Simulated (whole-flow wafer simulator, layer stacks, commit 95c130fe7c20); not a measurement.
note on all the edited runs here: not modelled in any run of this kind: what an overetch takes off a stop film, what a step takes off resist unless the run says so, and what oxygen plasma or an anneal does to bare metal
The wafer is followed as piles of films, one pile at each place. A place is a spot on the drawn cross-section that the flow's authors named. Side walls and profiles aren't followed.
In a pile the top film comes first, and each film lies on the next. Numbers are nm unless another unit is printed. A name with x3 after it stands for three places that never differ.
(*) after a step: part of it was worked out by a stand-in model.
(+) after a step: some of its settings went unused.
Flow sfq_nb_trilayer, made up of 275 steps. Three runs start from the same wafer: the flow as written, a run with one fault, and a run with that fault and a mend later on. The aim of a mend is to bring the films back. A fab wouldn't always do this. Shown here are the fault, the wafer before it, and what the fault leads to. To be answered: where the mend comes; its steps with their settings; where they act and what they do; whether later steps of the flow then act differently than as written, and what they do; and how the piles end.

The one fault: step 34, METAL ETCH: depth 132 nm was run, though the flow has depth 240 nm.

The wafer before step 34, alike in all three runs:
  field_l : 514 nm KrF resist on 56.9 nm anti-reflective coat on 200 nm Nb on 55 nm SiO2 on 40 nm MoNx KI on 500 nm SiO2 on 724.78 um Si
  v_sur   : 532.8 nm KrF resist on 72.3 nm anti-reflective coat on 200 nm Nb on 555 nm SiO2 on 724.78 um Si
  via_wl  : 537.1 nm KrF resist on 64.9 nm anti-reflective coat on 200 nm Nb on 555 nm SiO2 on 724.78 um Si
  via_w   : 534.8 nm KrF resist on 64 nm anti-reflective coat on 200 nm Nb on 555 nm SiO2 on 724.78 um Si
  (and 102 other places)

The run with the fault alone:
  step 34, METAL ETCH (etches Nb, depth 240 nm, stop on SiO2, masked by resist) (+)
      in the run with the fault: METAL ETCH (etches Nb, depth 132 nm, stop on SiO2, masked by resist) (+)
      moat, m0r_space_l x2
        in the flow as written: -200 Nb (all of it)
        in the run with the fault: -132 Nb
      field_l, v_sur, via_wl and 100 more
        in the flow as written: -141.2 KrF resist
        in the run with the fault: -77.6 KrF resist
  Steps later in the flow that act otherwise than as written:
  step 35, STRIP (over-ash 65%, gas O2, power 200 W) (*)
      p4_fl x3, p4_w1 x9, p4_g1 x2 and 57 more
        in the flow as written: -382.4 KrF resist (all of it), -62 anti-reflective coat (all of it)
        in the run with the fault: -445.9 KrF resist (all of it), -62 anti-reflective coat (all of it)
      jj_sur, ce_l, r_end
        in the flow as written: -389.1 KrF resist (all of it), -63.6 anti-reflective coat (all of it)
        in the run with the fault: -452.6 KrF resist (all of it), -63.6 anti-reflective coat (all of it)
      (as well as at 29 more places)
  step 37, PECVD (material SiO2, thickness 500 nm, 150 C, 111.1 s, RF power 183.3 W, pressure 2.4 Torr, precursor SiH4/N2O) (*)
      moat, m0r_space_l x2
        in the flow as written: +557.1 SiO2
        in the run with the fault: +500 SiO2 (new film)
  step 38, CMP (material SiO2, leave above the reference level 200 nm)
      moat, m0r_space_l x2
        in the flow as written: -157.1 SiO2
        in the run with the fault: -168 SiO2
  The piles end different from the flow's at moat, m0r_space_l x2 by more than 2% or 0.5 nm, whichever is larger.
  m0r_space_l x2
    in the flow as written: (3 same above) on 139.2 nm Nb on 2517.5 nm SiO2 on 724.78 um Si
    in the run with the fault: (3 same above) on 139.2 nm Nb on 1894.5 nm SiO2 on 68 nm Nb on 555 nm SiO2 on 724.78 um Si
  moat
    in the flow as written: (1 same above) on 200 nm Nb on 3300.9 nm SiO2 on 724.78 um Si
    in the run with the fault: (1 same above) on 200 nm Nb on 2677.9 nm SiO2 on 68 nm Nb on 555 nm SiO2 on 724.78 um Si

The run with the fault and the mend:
  The mend stands after step 34.
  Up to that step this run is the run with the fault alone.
  step 34a, METAL ETCH (etches Nb, depth 108 nm, stop on SiO2, masked by resist) (+) (the flow's step 34, run once more with other settings)
      field_l, v_sur, via_wl and 100 more
        -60 KrF resist
      moat, m0r_space_l x2
        -68 Nb (all of it)
  Later steps of the flow that are run all act as written at every place that is followed, up to a difference of at most 2% or 0.5 nm, whichever is larger.
  At every place that both follow, the piles at the end match the flow's.
